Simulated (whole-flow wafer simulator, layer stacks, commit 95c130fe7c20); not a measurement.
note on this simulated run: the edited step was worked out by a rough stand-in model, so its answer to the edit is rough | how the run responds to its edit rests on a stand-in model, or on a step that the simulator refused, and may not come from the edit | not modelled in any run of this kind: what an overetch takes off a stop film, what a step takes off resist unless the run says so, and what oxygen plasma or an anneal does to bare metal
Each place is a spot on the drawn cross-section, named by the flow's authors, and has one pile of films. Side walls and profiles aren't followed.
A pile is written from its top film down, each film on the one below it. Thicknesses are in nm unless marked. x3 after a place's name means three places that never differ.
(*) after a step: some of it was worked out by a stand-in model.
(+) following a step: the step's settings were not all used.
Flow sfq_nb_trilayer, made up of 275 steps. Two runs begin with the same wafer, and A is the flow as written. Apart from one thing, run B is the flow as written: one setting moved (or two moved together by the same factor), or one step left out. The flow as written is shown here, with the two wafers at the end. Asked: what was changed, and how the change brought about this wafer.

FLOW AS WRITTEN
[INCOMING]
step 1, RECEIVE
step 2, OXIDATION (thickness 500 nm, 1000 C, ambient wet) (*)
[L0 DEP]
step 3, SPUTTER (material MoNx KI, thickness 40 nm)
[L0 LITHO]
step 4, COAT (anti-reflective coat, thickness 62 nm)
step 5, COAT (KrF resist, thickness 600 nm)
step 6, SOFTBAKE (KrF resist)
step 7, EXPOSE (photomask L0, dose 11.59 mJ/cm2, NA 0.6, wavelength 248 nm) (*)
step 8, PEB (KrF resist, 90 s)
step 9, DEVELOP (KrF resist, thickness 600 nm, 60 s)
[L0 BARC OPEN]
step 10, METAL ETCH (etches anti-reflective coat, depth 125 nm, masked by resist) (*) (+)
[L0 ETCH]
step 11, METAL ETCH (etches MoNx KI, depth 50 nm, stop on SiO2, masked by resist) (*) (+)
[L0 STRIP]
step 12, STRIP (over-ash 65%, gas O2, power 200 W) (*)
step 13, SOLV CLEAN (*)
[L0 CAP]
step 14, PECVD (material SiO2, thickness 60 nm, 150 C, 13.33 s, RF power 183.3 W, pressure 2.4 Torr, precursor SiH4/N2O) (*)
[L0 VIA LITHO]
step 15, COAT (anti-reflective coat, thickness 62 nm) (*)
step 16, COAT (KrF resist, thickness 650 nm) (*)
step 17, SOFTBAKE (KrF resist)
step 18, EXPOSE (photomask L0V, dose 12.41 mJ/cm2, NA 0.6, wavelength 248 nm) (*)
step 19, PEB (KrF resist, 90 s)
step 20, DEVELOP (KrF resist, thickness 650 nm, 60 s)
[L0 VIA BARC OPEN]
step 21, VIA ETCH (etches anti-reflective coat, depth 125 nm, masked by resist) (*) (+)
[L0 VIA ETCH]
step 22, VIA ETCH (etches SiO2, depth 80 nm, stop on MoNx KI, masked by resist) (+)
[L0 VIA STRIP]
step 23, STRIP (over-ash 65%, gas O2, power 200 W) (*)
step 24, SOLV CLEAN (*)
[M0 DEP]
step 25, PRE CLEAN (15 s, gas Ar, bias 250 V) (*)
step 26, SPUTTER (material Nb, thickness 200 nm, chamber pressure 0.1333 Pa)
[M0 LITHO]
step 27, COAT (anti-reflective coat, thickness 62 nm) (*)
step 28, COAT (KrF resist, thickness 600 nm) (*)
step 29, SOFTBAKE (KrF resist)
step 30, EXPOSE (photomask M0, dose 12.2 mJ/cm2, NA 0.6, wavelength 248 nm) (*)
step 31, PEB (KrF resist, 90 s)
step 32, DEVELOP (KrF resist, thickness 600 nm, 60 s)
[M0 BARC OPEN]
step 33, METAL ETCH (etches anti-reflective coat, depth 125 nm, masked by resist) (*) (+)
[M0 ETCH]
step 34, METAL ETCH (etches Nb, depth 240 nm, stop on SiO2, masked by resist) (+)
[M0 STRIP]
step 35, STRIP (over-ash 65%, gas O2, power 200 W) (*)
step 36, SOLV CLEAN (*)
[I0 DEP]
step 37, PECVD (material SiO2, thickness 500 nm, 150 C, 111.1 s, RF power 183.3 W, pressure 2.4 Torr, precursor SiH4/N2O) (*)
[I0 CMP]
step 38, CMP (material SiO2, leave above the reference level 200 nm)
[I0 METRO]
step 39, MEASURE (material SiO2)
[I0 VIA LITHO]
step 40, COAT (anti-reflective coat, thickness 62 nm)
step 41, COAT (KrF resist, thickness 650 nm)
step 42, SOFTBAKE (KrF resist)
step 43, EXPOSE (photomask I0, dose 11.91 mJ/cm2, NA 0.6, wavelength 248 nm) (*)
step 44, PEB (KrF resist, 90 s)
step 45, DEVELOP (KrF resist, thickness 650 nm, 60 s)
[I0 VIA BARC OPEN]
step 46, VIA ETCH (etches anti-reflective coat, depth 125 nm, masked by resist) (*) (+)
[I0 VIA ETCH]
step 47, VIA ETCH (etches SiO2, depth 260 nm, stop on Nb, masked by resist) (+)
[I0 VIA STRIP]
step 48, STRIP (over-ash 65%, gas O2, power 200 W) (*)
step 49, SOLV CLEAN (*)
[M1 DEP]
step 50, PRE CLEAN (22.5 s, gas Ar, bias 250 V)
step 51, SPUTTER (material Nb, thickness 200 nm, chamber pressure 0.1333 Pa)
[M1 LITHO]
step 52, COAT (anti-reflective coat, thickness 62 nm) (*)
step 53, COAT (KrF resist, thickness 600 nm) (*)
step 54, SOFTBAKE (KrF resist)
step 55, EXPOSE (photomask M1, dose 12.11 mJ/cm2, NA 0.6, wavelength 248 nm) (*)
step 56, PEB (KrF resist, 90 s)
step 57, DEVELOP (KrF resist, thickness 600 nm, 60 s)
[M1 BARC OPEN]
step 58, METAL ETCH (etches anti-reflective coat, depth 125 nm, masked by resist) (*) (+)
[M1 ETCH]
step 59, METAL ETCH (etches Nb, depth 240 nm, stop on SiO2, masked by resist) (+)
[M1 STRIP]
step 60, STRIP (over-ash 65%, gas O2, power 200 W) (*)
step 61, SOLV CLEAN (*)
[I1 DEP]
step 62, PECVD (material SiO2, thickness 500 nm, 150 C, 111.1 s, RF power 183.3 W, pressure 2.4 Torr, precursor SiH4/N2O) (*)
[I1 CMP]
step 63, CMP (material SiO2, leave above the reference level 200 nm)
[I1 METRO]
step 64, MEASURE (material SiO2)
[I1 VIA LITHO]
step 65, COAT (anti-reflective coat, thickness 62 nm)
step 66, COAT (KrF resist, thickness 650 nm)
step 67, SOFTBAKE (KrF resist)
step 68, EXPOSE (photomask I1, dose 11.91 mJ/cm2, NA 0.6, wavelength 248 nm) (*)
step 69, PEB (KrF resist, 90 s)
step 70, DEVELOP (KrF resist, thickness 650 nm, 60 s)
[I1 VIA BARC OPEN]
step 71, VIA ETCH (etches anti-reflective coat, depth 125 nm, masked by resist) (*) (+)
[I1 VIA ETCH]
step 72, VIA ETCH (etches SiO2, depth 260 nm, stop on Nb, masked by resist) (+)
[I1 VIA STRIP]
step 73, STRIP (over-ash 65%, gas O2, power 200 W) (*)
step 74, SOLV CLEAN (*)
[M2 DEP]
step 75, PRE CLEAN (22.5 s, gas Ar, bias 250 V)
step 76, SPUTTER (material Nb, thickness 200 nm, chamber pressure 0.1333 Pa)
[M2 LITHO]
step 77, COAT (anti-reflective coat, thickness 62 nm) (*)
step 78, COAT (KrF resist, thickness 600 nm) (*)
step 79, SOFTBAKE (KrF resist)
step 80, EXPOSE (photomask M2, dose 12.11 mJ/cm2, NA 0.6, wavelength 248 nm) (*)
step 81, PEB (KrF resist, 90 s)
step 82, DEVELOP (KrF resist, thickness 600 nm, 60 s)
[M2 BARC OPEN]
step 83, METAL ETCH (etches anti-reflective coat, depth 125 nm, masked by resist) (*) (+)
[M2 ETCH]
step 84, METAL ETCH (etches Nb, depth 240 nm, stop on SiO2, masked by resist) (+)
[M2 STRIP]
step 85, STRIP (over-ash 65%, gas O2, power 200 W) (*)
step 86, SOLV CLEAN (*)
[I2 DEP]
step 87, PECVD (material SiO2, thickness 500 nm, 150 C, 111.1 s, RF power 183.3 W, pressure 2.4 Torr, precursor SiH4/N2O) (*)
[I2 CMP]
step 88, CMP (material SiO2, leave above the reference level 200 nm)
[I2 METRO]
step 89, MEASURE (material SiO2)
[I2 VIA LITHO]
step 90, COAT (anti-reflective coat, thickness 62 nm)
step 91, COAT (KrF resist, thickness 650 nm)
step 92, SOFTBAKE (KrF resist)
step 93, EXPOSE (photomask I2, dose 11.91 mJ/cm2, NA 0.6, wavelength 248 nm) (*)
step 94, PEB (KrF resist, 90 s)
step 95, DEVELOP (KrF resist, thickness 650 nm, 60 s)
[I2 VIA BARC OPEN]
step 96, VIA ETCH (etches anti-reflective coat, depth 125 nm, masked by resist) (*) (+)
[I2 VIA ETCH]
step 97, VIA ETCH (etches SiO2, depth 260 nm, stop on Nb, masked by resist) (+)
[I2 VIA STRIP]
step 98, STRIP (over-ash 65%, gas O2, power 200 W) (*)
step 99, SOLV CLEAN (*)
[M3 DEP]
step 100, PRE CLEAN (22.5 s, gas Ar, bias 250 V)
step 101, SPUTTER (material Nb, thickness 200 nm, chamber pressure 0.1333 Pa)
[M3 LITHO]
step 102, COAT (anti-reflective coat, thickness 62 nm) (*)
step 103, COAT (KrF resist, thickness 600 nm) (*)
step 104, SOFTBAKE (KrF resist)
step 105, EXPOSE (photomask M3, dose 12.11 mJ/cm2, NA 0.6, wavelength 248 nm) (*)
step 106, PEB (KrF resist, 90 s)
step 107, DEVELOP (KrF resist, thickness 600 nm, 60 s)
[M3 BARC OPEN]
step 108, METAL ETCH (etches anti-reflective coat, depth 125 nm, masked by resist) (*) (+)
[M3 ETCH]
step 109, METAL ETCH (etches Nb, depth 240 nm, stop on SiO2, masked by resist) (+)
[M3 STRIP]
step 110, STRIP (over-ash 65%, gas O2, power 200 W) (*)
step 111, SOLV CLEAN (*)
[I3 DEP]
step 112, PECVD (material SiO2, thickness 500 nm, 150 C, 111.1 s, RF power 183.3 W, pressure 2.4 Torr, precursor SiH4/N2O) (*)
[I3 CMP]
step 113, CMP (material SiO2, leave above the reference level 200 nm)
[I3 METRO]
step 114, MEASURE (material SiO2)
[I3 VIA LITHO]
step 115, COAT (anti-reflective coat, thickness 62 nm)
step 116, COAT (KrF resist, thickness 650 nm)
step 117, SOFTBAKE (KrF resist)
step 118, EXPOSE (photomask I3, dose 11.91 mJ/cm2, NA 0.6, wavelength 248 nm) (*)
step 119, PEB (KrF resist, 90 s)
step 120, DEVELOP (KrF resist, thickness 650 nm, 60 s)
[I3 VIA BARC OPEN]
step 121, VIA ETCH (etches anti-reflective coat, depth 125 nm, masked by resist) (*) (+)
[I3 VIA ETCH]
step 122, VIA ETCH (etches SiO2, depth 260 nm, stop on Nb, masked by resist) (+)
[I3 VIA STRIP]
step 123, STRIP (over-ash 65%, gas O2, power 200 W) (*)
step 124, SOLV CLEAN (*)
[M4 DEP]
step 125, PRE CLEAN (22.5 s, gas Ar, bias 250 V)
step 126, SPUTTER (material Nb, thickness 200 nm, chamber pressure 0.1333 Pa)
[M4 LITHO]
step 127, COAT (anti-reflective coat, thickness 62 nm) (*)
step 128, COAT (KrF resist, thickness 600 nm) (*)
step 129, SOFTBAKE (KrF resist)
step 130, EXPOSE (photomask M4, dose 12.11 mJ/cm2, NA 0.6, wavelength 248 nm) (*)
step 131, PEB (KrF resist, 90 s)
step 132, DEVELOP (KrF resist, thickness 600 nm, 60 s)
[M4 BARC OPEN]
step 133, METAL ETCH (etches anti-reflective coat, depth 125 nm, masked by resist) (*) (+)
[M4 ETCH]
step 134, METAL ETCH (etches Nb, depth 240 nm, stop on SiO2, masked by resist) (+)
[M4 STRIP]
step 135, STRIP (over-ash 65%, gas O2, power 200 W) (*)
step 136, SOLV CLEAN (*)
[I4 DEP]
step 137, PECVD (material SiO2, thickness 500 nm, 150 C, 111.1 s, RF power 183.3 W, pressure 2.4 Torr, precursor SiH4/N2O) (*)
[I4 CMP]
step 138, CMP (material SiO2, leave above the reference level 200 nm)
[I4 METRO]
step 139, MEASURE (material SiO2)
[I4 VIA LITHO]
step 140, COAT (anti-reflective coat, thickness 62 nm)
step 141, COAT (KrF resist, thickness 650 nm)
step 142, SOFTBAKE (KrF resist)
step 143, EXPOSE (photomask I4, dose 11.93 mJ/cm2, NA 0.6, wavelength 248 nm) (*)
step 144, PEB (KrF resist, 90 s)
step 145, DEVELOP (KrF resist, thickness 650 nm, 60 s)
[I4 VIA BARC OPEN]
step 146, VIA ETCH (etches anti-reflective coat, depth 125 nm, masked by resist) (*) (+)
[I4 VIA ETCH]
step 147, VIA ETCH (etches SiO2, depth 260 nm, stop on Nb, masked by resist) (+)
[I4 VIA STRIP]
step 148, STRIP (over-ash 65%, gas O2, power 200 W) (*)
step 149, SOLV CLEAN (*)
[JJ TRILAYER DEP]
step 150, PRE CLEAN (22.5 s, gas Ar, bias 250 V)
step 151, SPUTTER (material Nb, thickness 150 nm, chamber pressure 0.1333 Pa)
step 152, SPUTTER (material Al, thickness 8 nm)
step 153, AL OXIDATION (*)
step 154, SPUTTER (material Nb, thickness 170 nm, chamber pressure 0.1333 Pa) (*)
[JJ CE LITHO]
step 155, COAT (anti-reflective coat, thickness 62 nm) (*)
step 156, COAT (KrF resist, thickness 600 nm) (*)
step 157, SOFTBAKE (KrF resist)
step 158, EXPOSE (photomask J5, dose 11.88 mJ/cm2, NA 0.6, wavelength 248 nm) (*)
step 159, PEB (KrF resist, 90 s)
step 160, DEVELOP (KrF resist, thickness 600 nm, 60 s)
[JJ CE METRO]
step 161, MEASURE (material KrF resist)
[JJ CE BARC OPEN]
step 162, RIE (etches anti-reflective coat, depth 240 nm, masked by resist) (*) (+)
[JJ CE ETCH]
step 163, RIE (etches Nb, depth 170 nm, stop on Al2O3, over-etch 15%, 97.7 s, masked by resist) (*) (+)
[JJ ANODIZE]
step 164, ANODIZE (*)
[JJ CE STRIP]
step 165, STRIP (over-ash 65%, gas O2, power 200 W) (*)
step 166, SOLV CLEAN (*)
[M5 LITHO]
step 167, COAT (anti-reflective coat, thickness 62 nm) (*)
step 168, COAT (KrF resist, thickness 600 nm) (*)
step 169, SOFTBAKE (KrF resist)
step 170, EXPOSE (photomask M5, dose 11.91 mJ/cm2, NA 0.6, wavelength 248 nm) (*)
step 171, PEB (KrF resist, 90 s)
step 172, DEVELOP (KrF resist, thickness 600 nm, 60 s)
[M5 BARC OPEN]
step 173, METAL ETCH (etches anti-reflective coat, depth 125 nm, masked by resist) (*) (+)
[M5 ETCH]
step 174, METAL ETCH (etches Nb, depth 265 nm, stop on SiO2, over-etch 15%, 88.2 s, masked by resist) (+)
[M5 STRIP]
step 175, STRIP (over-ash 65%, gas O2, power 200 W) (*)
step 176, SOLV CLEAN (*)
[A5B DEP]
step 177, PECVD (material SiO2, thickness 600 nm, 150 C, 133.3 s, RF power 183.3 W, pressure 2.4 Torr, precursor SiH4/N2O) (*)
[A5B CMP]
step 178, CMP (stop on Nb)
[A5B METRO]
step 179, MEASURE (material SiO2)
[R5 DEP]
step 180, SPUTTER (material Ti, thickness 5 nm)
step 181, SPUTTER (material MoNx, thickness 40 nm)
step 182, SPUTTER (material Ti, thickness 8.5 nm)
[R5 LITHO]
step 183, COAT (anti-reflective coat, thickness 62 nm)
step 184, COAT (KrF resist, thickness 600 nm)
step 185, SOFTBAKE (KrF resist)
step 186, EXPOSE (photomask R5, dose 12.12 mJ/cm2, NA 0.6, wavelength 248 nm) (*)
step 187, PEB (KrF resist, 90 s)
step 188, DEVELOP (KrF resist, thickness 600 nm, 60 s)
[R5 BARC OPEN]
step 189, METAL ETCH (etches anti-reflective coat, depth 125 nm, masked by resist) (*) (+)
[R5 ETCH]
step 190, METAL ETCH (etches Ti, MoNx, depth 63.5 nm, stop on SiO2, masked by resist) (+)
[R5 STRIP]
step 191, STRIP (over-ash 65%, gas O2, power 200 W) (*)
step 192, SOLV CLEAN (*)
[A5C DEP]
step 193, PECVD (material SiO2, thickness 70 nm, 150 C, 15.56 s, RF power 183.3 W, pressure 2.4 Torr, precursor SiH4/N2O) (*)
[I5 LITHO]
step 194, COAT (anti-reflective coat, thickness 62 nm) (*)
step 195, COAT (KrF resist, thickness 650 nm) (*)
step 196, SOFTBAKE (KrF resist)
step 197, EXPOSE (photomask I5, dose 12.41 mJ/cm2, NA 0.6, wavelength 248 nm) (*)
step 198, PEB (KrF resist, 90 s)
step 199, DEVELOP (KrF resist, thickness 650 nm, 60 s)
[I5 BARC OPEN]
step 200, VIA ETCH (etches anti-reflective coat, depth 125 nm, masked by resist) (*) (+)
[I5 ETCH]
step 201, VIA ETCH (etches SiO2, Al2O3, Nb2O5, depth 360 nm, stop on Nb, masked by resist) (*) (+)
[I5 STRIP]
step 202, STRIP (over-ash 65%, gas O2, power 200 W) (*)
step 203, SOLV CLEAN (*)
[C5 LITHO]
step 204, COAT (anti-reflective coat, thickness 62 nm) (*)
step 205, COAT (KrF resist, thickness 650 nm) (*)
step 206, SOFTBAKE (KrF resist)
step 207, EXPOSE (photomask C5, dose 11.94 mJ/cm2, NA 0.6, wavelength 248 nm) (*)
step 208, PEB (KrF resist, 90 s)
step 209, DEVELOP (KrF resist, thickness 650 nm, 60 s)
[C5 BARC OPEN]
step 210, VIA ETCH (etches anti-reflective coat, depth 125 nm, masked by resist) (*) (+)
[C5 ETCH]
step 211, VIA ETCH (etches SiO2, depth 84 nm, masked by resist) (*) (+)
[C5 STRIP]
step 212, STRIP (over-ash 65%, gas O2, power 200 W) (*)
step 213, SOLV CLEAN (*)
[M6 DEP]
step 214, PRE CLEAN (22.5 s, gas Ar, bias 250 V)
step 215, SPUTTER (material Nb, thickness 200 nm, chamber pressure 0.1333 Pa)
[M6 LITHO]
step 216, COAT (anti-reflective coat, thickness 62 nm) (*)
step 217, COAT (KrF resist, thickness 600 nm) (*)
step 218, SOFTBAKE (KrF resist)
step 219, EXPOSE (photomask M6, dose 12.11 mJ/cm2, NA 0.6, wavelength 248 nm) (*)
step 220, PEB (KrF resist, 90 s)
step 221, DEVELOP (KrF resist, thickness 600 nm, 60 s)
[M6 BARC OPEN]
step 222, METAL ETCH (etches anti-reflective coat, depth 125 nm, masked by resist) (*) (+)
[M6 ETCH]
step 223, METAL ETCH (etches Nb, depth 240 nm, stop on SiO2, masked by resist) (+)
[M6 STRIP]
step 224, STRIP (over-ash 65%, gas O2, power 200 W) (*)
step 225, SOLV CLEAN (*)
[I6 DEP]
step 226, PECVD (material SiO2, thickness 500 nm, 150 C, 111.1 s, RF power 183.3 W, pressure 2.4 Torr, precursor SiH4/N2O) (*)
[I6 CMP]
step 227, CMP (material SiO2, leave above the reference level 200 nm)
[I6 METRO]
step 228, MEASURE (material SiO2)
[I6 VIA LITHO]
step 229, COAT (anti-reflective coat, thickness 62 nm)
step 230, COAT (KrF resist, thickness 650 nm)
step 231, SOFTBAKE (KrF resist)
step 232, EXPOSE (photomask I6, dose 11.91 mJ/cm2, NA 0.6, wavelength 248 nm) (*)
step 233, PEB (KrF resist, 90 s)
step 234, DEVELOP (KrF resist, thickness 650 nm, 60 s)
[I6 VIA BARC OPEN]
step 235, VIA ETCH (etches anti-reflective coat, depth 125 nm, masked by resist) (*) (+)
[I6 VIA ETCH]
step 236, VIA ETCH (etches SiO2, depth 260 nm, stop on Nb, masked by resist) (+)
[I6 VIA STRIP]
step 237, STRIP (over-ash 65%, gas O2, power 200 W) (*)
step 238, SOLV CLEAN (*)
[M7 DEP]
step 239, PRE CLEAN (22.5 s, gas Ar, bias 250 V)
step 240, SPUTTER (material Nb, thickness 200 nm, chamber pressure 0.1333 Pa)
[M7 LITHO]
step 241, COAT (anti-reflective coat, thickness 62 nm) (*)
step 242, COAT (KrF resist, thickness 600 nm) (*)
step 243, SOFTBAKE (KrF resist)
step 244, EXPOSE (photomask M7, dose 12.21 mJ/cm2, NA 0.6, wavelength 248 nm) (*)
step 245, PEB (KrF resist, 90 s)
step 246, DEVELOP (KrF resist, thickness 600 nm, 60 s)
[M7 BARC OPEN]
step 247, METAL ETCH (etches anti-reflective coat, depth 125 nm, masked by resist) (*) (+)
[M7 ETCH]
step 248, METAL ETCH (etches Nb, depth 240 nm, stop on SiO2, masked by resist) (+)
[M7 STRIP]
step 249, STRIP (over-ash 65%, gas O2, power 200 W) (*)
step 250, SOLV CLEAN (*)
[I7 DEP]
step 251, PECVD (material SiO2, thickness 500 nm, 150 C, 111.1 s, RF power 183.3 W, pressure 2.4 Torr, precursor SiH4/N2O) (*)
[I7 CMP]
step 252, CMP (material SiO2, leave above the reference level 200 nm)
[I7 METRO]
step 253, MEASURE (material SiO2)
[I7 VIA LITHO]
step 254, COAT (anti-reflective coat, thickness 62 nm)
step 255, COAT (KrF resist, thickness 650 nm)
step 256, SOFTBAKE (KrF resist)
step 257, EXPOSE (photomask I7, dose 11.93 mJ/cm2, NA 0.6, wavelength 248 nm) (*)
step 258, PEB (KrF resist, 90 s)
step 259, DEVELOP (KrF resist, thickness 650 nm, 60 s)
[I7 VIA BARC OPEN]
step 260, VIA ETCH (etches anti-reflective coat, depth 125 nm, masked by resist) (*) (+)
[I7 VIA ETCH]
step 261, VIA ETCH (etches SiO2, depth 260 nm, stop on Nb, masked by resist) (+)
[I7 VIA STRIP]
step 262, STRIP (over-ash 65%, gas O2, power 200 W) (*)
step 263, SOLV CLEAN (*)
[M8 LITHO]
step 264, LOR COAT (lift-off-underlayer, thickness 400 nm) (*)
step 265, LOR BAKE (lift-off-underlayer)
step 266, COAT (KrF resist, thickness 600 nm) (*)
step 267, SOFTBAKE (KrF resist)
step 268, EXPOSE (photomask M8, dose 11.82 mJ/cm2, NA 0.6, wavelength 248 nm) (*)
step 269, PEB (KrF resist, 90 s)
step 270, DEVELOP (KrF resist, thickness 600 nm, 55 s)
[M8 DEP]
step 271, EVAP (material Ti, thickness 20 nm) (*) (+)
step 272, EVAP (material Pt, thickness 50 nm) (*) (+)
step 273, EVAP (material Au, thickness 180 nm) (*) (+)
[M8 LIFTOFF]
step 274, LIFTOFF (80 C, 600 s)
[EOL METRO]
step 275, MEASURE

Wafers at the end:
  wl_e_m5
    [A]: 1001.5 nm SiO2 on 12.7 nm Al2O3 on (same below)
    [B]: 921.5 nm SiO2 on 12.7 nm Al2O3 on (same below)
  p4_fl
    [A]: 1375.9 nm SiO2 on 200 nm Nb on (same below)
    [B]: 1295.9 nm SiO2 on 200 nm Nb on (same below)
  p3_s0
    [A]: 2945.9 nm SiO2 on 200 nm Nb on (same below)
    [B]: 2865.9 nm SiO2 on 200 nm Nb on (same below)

The reason: step 251, PECVD: thickness 320 nm was run, whereas the flow has thickness 500 nm; step 251, PECVD: 71.11 s was run, where the flow has 111.1 s.

The path from the change to this, step by step:
  step 251, PECVD (material SiO2, thickness 500 nm, 150 C, 111.1 s, RF power 183.3 W, pressure 2.4 Torr, precursor SiH4/N2O) (*)
      field_l, p4_fl, p4_fm and 56 more: A +500 SiO2 | B +320 SiO2
      v_sur, via_wl, via_w and 37 more: A +500 SiO2 (new film) | B +320 SiO2 (new film)
      (as well as at 7 more places)
  step 252, CMP (material SiO2, leave above the reference level 200 nm)
      field_l, p4_fl, p4_fm and 56 more: A -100 SiO2 | B nothing
      field_r, lsp_l: A -77.7 SiO2 | B nothing
      (as well as at 45 more places)
  step 254, COAT (anti-reflective coat, thickness 62 nm)
      gap, jj_sur, be_r, r_sur: A +62 anti-reflective coat (new film) | B +58.3 anti-reflective coat (new film)
      ce_l, c5j, ce_r, sp_r: A +62 anti-reflective coat (new film) | B +58.4 anti-reflective coat (new film)
      (as well as at 82 more places)
  step 255, COAT (KrF resist, thickness 650 nm)
      m0r_line_l, m0r_line_r, m6r_line_l, m6r_line_r: A +650 KrF resist (new film) | B +665.7 KrF resist (new film)
      res, m5r_linepad_l, m5r_linepad_r: A +650 KrF resist (new film) | B +633 KrF resist (new film)
      (as well as at 45 more places)
  step 259, DEVELOP (KrF resist, thickness 650 nm, 60 s)
      via_wl: A -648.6 KrF resist (all of it) | B -620 KrF resist (all of it)
      via_w: A -648.6 KrF resist (all of it) | B -624.4 KrF resist (all of it)
      (as well as at 1 more place)
  step 260, VIA ETCH (etches anti-reflective coat, depth 125 nm, masked by resist) (*) (+)
      field_l, v_sur, via_sp and 100 more: A -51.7 KrF resist | B -47.7 KrF resist
      via_wl: A -62 anti-reflective coat (all of it), -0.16 SiO2 | B -57.2 anti-reflective coat (all of it), -0.14 SiO2
      (as well as at 2 more places)
  step 262, STRIP (over-ash 65%, gas O2, power 200 W) (*)
      ce_l, c5j, ce_r, sp_r: A -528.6 KrF resist (all of it), -62 anti-reflective coat (all of it) | B -517.9 KrF resist (all of it), -58.4 anti-reflective coat (all of it)
      m0r_line_l, m0r_line_r, m6r_line_l, m6r_line_r: A -528.6 KrF resist (all of it), -62 anti-reflective coat (all of it) | B -548.3 KrF resist (all of it), -63.6 anti-reflective coat (all of it)
      (as well as at 80 more places)
  step 264, LOR COAT (lift-off-underlayer, thickness 400 nm) (*)
      m0r_line_l, m0r_line_r, m6r_line_l, m6r_line_r: A +400 lift-off-underlayer (new film) | B +418.9 lift-off-underlayer (new film)
      wl_d_m1, wl_d_sr: A +400 lift-off-underlayer (new film) | B +413 lift-off-underlayer (new film)
      (as well as at 72 more places)
  step 266, COAT (KrF resist, thickness 600 nm) (*)
      wl_d_m1, wl_d_sr: A +600 KrF resist (new film) | B +613.3 KrF resist (new film)
      lsp_m: A +597.1 KrF resist (new film) | B +584.6 KrF resist (new film)
      (as well as at 7 more places)
  step 270, DEVELOP (KrF resist, thickness 600 nm, 55 s)
      field_l: A -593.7 KrF resist (all of it), -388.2 lift-off-underlayer (all of it) | B -602.3 KrF resist (all of it), -416.5 lift-off-underlayer (all of it)
      v_sur: A -607.3 KrF resist (all of it), -369.4 lift-off-underlayer (all of it) | B -597.6 KrF resist (all of it), -341.3 lift-off-underlayer (all of it)
      (as well as at 9 more places)
  step 274, LIFTOFF (80 C, 600 s)
      wl_d_m1, wl_d_sr: A -180 Au (all of it), -50 Pt (all of it), -20 Ti (all of it), -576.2 KrF resist (all of it), -400 lift-off-underlayer (all of it) | B -180 Au (all of it), -50 Pt (all of it), -20 Ti (all of it), -589.4 KrF resist (all of it), -413 lift-off-underlayer (all of it)
      m0r_line_l, m6r_line_l: A -180 Au (all of it), -50 Pt (all of it), -20 Ti (all of it), -576.2 KrF resist (all of it), -400 lift-off-underlayer (all of it) | B -180 Au (all of it), -50 Pt (all of it), -20 Ti (all of it), -583.1 KrF resist (all of it), -418.9 lift-off-underlayer (all of it)
      (as well as at 63 more places)
